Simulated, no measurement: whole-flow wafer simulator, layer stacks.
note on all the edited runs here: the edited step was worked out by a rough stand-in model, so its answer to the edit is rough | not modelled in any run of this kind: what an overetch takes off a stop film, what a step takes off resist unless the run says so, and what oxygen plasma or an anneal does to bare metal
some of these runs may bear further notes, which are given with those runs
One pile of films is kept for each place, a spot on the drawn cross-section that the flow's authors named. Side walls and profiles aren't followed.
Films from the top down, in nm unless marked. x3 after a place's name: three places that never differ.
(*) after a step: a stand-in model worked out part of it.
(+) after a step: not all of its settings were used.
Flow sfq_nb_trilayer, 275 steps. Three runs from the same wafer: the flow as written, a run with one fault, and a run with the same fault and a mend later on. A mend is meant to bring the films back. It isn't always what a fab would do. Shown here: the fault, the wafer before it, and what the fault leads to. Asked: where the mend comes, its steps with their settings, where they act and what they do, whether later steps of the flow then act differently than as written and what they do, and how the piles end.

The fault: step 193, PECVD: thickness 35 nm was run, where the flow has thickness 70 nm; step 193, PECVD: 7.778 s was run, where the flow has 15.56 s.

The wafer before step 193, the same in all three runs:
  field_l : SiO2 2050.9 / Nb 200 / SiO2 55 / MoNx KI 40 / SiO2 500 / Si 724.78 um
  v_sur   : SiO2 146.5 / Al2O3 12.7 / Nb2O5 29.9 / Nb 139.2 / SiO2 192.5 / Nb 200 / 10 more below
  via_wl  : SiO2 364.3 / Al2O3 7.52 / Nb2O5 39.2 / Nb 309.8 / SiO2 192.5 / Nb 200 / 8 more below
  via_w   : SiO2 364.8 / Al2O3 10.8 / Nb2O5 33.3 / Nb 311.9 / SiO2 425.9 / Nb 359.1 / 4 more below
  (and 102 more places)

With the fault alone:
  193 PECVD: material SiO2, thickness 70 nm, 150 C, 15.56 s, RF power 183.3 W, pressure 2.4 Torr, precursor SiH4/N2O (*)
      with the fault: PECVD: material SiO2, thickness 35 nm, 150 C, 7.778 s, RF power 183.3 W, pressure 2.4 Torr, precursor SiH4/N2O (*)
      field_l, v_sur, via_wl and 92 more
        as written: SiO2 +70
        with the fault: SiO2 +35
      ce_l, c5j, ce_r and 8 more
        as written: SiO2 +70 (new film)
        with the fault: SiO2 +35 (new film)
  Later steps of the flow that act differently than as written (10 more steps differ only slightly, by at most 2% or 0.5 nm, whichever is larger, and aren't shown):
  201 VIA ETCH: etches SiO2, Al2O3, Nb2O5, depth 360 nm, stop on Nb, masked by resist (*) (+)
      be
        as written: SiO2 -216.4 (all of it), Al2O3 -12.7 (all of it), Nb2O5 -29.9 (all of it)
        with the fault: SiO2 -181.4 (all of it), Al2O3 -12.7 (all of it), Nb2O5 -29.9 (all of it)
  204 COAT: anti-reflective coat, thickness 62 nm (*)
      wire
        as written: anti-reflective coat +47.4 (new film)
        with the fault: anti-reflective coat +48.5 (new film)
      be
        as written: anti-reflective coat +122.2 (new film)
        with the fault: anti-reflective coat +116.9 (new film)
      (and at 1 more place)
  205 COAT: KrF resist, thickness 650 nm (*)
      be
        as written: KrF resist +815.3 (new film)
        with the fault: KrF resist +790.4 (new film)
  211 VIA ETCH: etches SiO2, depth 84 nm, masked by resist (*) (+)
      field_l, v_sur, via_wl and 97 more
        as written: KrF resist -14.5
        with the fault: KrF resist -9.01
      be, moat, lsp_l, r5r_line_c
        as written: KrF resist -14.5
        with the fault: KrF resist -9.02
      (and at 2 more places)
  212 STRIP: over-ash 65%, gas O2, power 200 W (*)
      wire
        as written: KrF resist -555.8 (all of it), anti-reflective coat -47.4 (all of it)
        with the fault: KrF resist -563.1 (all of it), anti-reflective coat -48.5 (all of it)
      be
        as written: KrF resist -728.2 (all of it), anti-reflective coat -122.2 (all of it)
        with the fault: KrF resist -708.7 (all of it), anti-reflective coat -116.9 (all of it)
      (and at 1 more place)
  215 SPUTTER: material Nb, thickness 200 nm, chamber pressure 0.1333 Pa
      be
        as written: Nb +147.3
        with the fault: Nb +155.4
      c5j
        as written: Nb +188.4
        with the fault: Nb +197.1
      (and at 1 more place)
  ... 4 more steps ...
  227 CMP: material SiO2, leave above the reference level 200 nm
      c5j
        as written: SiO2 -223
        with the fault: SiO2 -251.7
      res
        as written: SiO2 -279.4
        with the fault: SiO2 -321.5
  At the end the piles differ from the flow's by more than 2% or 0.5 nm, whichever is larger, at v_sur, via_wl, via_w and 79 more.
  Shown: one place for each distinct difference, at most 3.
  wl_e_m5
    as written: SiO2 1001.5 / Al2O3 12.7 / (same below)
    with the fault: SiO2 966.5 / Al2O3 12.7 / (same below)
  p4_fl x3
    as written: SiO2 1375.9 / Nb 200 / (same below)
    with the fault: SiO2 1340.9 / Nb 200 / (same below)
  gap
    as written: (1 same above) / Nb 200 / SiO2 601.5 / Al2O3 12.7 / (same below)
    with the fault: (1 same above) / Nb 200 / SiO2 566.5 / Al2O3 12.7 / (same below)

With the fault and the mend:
  The mend comes after step 193.
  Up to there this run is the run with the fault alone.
  193a PECVD: material SiO2, thickness 35 nm, 150 C, 7.778 s, RF power 183.3 W, pressure 2.4 Torr, precursor SiH4/N2O (*) (the flow's step 193 once more, with other settings)
      field_l, v_sur, via_wl and 103 more
        SiO2 +35
  No later step of the flow acts differently than as written, at any place that is followed, by more than 2% or 0.5 nm, whichever is larger.
  At the end the piles are the same as the flow's at every place that both follow.
